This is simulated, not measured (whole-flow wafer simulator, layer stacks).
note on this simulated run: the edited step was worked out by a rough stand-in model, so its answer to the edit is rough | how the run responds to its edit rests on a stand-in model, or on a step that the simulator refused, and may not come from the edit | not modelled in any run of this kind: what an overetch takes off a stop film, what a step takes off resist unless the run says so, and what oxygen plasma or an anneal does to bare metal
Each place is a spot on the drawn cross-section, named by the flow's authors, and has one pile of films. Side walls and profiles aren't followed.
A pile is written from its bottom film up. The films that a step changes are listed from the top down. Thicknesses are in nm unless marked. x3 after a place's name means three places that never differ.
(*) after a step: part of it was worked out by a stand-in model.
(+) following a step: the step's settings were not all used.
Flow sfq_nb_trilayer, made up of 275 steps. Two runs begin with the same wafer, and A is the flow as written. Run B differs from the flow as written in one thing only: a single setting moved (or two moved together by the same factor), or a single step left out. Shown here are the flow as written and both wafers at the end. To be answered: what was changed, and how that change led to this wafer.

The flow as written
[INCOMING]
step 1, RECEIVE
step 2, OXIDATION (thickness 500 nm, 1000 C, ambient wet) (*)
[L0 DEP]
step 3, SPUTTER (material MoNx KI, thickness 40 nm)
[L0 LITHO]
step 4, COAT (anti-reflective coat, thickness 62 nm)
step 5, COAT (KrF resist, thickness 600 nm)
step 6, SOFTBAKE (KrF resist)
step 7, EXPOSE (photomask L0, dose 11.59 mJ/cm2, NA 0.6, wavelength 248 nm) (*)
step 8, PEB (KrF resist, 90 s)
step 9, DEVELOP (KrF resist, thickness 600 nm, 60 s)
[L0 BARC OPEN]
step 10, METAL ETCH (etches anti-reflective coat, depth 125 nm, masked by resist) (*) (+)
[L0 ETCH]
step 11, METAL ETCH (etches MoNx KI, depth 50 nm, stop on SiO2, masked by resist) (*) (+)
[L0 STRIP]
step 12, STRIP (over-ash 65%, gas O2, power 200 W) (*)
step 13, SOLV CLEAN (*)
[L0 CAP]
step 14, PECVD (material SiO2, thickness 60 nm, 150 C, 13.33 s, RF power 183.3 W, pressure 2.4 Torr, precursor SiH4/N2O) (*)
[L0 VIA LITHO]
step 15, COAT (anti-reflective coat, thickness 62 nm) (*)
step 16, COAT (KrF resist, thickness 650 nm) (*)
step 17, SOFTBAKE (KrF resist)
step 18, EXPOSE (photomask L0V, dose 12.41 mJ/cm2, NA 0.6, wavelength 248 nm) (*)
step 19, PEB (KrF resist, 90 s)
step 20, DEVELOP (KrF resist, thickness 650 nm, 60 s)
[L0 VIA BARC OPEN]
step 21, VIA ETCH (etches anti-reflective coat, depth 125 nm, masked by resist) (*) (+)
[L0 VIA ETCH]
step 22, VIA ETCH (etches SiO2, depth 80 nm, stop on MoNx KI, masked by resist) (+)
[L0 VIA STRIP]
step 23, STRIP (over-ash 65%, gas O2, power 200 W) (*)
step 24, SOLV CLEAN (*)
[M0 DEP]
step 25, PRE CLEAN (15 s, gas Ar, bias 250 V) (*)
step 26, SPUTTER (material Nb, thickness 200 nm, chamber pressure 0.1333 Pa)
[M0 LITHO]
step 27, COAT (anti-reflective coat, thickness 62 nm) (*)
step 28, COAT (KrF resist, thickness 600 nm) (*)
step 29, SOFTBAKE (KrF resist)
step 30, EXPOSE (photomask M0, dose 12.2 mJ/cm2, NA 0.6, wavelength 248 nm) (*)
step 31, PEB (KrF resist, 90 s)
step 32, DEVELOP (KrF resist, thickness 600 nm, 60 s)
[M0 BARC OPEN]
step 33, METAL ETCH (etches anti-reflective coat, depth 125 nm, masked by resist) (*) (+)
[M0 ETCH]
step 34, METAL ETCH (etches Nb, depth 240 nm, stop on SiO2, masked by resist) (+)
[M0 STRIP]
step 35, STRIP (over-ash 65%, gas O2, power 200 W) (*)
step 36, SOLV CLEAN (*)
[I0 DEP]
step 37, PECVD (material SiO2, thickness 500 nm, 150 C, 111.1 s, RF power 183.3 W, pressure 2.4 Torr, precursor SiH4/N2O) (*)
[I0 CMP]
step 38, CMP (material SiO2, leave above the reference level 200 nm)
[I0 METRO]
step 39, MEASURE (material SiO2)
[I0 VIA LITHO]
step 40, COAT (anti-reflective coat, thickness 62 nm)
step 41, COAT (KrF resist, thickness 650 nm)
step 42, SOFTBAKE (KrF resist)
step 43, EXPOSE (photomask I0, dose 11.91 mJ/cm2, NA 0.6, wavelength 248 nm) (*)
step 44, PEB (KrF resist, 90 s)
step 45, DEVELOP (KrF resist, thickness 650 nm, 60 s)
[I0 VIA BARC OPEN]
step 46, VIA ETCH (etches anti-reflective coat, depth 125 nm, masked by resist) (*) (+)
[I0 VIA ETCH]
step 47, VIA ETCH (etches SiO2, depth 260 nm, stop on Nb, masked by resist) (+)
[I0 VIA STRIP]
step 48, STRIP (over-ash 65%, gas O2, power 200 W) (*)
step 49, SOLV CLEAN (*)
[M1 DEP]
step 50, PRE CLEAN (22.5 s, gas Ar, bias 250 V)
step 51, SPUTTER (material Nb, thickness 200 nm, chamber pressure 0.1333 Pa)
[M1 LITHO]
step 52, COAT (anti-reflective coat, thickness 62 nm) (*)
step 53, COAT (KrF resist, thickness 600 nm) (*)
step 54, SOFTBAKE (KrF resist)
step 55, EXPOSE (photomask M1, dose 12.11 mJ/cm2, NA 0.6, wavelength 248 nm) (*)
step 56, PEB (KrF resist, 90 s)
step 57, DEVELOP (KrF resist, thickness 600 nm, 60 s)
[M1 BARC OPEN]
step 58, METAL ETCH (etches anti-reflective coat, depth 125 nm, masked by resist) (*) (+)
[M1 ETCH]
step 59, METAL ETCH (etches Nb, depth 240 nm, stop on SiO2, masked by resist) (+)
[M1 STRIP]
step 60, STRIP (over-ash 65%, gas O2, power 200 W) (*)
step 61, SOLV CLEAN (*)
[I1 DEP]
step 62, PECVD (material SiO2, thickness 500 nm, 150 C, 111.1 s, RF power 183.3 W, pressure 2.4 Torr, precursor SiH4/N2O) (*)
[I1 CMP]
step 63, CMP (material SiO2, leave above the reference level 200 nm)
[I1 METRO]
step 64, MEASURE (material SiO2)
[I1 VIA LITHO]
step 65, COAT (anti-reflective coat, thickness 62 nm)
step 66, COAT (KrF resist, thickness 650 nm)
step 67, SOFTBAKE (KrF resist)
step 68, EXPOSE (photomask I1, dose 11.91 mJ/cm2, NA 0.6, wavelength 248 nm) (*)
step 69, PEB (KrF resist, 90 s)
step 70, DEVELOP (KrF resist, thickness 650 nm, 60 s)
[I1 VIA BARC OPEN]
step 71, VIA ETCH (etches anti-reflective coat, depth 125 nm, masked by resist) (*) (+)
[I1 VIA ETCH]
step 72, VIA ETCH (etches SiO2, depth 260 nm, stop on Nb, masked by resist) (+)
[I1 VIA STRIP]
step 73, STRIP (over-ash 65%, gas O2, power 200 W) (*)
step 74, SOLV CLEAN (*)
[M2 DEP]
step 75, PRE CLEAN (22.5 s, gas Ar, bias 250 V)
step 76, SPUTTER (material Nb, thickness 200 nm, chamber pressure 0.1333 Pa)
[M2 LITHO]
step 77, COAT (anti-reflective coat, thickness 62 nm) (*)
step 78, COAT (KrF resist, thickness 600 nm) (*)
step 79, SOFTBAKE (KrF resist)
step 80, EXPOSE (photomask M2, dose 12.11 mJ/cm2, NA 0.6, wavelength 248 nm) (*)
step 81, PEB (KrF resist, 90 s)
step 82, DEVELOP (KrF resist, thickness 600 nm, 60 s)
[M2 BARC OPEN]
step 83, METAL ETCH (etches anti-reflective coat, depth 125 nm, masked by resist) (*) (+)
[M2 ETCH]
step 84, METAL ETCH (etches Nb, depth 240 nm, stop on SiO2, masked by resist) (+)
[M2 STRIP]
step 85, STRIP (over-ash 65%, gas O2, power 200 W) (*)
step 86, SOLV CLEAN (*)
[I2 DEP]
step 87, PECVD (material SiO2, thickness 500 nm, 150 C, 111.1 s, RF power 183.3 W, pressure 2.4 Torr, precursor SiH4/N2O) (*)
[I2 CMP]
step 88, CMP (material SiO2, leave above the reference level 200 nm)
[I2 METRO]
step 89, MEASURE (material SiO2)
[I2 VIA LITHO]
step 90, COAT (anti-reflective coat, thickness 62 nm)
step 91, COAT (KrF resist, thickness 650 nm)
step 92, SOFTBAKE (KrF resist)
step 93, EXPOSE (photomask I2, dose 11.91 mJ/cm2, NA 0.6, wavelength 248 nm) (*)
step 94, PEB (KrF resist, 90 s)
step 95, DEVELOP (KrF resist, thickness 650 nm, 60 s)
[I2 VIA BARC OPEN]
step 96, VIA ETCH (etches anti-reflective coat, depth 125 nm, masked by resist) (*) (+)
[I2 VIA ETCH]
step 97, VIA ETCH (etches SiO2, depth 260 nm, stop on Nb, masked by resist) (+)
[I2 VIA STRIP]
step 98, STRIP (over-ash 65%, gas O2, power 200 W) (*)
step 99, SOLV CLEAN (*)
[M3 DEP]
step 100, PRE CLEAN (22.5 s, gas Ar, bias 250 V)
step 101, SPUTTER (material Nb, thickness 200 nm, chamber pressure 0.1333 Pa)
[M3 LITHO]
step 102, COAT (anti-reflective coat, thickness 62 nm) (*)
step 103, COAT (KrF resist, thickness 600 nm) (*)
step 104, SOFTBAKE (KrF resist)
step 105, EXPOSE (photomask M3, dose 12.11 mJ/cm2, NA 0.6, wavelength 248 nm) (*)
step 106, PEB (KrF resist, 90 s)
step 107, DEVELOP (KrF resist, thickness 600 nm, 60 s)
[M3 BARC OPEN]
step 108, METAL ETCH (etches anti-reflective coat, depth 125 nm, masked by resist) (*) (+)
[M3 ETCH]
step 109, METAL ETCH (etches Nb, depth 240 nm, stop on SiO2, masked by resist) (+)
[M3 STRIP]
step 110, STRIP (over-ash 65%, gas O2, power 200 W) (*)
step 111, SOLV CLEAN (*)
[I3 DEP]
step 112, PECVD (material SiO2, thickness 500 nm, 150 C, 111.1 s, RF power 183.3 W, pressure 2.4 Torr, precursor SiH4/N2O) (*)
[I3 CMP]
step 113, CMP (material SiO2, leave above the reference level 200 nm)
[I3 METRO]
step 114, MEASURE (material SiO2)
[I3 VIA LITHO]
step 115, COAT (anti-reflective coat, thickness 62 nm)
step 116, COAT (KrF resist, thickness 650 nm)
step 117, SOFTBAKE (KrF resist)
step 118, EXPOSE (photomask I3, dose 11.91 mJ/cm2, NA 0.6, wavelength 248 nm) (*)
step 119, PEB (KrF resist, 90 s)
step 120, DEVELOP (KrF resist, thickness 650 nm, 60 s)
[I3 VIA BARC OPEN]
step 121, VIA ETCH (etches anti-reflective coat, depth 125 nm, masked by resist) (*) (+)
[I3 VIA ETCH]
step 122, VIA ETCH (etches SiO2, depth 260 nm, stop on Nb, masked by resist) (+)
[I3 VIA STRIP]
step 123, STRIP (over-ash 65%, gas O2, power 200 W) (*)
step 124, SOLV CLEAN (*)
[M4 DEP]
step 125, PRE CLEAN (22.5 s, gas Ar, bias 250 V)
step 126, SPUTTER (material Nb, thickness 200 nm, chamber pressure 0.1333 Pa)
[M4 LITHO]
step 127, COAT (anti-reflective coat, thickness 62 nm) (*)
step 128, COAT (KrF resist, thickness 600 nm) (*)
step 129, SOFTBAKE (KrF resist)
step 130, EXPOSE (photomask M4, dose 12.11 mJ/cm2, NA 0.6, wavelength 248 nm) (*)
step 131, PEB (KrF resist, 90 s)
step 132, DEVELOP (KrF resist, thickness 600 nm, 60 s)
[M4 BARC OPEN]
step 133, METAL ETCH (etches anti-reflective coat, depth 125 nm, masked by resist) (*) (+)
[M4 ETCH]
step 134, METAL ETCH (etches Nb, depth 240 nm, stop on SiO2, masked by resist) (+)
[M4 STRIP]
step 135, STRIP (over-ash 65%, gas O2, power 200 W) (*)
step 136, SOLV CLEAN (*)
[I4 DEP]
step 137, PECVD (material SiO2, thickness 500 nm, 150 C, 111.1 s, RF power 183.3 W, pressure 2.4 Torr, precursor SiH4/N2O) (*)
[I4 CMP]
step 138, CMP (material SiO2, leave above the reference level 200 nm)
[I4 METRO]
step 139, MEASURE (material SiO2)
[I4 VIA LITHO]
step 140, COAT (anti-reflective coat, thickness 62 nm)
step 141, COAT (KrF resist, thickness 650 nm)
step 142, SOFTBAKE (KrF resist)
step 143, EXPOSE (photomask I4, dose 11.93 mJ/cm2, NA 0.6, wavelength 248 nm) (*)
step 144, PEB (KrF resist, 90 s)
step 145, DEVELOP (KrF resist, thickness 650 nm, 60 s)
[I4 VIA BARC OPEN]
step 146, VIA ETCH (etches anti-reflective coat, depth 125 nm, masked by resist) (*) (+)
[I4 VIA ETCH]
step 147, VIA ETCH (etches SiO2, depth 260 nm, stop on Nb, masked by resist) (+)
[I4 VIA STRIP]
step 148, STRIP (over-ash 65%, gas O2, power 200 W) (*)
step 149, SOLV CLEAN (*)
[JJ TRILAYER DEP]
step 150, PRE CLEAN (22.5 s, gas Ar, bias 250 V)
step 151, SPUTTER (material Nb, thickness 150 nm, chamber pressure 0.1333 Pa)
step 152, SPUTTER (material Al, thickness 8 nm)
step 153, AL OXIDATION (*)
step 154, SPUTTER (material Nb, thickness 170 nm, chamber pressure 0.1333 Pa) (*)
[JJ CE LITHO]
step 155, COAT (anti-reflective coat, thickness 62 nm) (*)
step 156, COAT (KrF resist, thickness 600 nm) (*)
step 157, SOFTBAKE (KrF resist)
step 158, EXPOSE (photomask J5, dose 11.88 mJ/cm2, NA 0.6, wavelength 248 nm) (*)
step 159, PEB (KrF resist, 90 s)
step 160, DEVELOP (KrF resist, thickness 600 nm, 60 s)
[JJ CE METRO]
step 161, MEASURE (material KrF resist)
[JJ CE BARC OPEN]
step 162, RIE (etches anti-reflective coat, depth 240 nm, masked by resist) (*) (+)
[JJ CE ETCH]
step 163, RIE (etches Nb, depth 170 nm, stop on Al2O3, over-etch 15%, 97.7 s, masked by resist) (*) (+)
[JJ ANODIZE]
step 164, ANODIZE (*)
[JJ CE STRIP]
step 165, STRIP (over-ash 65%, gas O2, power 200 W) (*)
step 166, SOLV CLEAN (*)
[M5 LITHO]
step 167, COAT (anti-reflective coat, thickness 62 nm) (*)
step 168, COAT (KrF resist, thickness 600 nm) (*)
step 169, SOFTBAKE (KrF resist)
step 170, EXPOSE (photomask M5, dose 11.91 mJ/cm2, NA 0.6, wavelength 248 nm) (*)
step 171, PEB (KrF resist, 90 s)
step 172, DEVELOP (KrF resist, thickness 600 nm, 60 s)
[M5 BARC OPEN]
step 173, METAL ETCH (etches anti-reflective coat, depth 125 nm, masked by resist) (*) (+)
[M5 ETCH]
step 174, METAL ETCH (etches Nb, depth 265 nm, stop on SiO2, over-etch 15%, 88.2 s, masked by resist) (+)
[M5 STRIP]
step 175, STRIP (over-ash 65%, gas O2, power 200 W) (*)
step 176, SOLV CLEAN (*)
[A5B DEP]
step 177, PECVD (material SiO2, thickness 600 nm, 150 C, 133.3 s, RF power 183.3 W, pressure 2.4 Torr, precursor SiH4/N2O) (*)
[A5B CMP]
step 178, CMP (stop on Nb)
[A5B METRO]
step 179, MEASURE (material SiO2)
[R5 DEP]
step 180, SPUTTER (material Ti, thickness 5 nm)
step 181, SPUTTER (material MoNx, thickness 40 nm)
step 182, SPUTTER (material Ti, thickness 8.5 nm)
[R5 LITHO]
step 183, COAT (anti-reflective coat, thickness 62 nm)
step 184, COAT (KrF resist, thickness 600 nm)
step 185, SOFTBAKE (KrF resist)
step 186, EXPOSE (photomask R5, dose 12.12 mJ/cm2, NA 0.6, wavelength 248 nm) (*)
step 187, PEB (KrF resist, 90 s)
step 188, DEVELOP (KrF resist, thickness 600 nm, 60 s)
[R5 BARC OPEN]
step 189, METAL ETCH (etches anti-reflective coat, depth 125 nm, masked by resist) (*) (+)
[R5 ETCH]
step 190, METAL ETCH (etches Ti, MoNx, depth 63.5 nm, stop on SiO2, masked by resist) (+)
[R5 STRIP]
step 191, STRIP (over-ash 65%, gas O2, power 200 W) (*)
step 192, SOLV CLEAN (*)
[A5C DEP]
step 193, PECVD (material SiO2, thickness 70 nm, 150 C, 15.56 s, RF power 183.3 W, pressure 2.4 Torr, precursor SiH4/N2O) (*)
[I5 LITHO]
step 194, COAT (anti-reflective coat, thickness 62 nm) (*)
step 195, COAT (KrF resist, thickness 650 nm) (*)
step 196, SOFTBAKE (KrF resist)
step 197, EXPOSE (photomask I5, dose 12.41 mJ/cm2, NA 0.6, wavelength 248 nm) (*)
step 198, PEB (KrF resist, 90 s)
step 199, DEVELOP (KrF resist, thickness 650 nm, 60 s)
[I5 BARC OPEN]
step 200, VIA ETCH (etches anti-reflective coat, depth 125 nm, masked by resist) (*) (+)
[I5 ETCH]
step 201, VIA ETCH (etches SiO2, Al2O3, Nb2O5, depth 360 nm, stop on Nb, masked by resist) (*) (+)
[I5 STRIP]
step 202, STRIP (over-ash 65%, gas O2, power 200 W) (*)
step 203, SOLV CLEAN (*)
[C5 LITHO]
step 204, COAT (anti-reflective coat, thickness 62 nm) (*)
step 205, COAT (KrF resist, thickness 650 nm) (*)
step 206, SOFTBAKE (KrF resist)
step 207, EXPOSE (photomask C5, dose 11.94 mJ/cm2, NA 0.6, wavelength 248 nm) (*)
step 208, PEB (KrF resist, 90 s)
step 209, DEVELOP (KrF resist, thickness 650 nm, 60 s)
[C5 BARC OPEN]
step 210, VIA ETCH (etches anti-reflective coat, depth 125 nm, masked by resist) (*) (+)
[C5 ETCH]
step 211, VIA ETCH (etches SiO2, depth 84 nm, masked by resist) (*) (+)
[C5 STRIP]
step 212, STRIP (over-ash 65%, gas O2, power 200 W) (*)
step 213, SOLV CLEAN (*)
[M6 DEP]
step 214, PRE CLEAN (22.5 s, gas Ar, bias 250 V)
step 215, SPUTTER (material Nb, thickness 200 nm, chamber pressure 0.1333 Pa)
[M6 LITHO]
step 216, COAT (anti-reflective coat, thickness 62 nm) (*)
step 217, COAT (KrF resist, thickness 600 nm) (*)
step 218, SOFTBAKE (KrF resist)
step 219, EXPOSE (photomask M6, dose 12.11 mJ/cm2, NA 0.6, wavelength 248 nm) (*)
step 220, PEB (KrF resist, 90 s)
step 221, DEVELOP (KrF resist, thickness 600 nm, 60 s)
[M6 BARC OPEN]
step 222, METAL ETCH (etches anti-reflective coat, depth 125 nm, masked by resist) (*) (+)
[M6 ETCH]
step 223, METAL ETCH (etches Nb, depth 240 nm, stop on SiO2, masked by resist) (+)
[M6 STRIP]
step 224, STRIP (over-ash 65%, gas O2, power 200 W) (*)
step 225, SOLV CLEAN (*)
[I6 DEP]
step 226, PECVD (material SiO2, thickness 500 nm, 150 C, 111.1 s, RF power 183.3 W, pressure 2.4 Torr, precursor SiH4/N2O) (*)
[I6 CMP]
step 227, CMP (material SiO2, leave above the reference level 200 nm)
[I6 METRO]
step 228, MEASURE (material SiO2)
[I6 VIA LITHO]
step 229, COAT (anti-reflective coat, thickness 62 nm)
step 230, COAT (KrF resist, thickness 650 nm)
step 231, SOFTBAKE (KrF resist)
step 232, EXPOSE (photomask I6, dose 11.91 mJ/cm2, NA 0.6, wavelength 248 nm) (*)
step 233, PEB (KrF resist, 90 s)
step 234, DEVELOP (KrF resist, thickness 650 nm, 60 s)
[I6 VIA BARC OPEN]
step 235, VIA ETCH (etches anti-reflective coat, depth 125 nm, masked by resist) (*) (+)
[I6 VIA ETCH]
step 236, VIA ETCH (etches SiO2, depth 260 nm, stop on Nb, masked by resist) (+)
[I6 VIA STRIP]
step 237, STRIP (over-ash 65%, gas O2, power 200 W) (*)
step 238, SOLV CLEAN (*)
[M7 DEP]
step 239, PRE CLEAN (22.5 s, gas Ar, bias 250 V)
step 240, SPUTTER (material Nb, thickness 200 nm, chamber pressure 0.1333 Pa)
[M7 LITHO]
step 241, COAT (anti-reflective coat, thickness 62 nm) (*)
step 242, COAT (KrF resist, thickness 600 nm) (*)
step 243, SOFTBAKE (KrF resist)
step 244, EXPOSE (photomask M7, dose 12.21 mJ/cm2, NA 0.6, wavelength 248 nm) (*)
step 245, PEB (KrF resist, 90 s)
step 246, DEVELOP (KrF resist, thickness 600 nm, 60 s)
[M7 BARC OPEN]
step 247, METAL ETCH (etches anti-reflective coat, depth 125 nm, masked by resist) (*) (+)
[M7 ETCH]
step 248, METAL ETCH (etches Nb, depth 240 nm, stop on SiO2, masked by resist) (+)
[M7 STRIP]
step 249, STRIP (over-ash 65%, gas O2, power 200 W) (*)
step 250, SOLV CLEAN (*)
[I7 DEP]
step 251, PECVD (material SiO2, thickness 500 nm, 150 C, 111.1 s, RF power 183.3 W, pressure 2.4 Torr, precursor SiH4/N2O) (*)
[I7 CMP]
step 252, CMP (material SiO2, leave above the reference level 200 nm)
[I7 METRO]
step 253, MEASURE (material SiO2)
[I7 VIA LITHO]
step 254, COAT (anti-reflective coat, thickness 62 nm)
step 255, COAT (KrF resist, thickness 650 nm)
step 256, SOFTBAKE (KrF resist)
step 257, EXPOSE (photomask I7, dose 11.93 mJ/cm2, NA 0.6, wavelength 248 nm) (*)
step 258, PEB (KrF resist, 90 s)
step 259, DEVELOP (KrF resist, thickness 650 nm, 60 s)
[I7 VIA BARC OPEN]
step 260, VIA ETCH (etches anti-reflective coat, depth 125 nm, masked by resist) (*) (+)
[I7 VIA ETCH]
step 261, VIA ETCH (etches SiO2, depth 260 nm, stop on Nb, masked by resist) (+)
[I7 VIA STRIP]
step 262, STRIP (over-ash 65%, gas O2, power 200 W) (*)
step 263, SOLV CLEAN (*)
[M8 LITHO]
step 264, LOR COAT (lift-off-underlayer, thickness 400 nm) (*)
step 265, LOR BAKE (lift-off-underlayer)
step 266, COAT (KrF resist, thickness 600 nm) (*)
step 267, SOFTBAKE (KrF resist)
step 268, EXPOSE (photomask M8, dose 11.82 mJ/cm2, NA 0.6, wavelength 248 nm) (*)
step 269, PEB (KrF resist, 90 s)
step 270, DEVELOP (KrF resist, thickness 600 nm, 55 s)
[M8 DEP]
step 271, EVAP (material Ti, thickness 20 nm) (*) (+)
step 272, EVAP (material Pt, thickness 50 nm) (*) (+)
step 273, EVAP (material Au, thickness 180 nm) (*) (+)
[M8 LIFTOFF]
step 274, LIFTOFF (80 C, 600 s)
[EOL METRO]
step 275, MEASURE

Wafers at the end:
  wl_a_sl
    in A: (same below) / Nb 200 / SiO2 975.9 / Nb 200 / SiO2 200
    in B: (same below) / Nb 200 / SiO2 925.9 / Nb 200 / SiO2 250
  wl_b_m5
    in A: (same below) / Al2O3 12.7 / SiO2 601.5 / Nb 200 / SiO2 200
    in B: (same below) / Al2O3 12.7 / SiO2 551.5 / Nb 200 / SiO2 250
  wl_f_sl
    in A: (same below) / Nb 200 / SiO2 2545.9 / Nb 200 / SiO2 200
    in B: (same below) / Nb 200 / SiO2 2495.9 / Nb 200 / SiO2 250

What caused this: step 226, PECVD: thickness 350 nm was run, whereas the flow has thickness 500 nm; step 226, PECVD: 77.78 s was run, where the flow has 111.1 s.

The path from the change to this, step by step:
  step 226, PECVD (material SiO2, thickness 500 nm, 150 C, 111.1 s, RF power 183.3 W, pressure 2.4 Torr, precursor SiH4/N2O) (*)
      field_l, p4_fl, p4_fm and 62 more: A SiO2 gains 500 | B SiO2 gains 350
      v_sur, via_wl, via_w and 21 more: A SiO2 gains 500 (new film) | B SiO2 gains 350 (new film)
      (and at 17 other places as well)
  step 227, CMP (material SiO2, leave above the reference level 200 nm)
      field_l, p4_fl, p4_fm and 59 more: A SiO2 loses 100 | B nothing
      moat, field_r, lsp_l, ln_m5, lsp_m: A SiO2 loses 93.6 | B nothing
      (and at 39 other places as well)
  step 229, COAT (anti-reflective coat, thickness 62 nm)
      field_r, ln_m5, m0r_line_l, m0r_line_r, m5r_line_l, m5r_line_r, m7r_line_l, m7r_line_r: A anti-reflective coat gains 62 (new film) | B anti-reflective coat gains 63.4 (new film)
      via_wl, via_wr, via_sp, res: A anti-reflective coat gains 62 (new film) | B anti-reflective coat gains 58.6 (new film)
      (and at 67 other places as well)
  step 230, COAT (KrF resist, thickness 650 nm)
      via_w, wl_j_sl: A KrF resist gains 650 (new film) | B KrF resist gains 633.9 (new film)
      via_sp, ce_r: A KrF resist gains 650 (new film) | B KrF resist gains 635 (new film)
      (and at 22 other places as well)
  step 234, DEVELOP (KrF resist, thickness 650 nm, 60 s)
      via_v: A KrF resist loses 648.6 (all of it) | B KrF resist loses 630 (all of it)
  step 235, VIA ETCH (etches anti-reflective coat, depth 125 nm, masked by resist) (*) (+)
      field_l, v_sur, via_wl and 102 more: A KrF resist loses 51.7 | B KrF resist loses 48.7
      via_v: A anti-reflective coat loses 62 (all of it), SiO2 loses 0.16 | B anti-reflective coat loses 58.5 (all of it), SiO2 loses 0.15
  step 237, STRIP (over-ash 65%, gas O2, power 200 W) (*)
      ln_m5, m0r_line_l, m0r_line_r, m7r_line_l, m7r_line_r: A KrF resist loses 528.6 (all of it), anti-reflective coat loses 62 (all of it) | B KrF resist loses 540.9 (all of it), anti-reflective coat loses 63.4 (all of it)
      wl_c_sl, wl_f_sl: A KrF resist loses 528.6 (all of it), anti-reflective coat loses 62 (all of it) | B KrF resist loses 535.8 (all of it), anti-reflective coat loses 68.6 (all of it)
      (and at 72 other places as well)
  step 240, SPUTTER (material Nb, thickness 200 nm, chamber pressure 0.1333 Pa)
      be: A Nb gains 200 (new film) | B Nb gains 148.4 (new film)
      gap: A Nb gains 200 (new film) | B Nb gains 190.8 (new film)
  step 241, COAT (anti-reflective coat, thickness 62 nm) (*)
      wl_b_sl, wl_b_m5, wl_g_sl, m8r_pad_w: A anti-reflective coat gains 62 (new film) | B anti-reflective coat gains 63.3 (new film)
      m0r_space_l, m0r_space_r, m7r_space_l, m7r_space_r: A anti-reflective coat gains 62 (new film) | B anti-reflective coat gains 68 (new film)
      (and at 59 other places as well)
  step 242, COAT (KrF resist, thickness 600 nm) (*)
      m6r_line_l, m6r_line_r: A KrF resist gains 600 (new film) | B KrF resist gains 585.5 (new film)
      v_sur: A KrF resist gains 597.5 (new film) | B KrF resist gains 581 (new film)
      (and at 26 other places as well)
  step 246, DEVELOP (KrF resist, thickness 600 nm, 60 s)
      m6r_line_l, m6r_line_r: A KrF resist loses 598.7 (all of it) | B KrF resist loses 584.3 (all of it)
      wl_c_m6: A KrF resist loses 598.7 (all of it) | B KrF resist loses 574.2 (all of it)
      (and at 1 other place as well)
  step 247, METAL ETCH (etches anti-reflective coat, depth 125 nm, masked by resist) (*) (+)
      m0r_space_l, m0r_space_r, m7r_space_l, m7r_space_r: A anti-reflective coat loses 62 (all of it) | B anti-reflective coat loses 68 (all of it)
      m5r_space_l, m5r_space_r: A anti-reflective coat loses 62 (all of it) | B anti-reflective coat loses 65.4 (all of it)
      (and at 24 other places as well)
  step 249, STRIP (over-ash 65%, gas O2, power 200 W) (*)
      v_sur: A KrF resist loses 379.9 (all of it), anti-reflective coat loses 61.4 (all of it) | B KrF resist loses 362.5 (all of it), anti-reflective coat loses 51.4 (all of it)
      via_wl: A KrF resist loses 379.3 (all of it), anti-reflective coat loses 61.3 (all of it) | B KrF resist loses 358.8 (all of it), anti-reflective coat loses 57.9 (all of it)
      (and at 35 other places as well)
  step 251, PECVD (material SiO2, thickness 500 nm, 150 C, 111.1 s, RF power 183.3 W, pressure 2.4 Torr, precursor SiH4/N2O) (*)
      be: A SiO2 gains 500 (new film) | B SiO2 gains 662.2 (new film)
  step 252, CMP (material SiO2, leave above the reference level 200 nm)
      field_l, p4_fl, p4_fm and 48 more: A SiO2 loses 100 | B SiO2 loses 50
      wl_a_sl, wl_a_sr, wl_b_sl and 9 more: A SiO2 loses 300 | B SiO2 loses 250
      (and at 12 other places as well)
